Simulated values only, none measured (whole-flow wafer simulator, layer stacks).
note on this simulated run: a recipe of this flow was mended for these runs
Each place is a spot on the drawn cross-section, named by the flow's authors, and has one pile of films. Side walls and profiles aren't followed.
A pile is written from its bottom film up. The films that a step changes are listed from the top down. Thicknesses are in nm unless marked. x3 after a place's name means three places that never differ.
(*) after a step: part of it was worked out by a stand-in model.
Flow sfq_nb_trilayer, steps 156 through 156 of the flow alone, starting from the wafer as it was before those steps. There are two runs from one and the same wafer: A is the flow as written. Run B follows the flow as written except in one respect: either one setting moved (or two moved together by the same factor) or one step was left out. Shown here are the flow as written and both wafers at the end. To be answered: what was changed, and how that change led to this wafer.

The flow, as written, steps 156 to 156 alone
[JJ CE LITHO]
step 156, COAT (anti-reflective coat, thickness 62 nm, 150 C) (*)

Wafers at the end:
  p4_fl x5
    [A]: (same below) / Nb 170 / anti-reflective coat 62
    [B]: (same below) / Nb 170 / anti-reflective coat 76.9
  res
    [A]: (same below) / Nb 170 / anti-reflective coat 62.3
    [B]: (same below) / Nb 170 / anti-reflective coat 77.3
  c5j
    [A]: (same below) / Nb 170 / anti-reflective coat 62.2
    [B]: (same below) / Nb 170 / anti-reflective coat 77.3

Cause: step 156, COAT: thickness 76.9 nm was run, though the flow has thickness 62 nm.
One can read it off the wafer: p4_fl x5 has anti-reflective coat 76.9, and step 156 as written asks for 62 nm.

The path from the change to this, step by step:
  step 156, COAT (anti-reflective coat, thickness 62 nm, 150 C) (*)
      p4_fl x5, p4_w1 x9, p3_s0 x42, wl_j_sl x15, wl_d_m1, l0r_line_l x3, m0r_space_l x2: A anti-reflective coat gains 62 (new film) | B anti-reflective coat gains 76.9 (new film)
      res, r_end, moat, field_r, lsp_l, ln_m5, lsp_m: A anti-reflective coat gains 62.3 (new film) | B anti-reflective coat gains 77.3 (new film)
      (as well as at 22 more places)
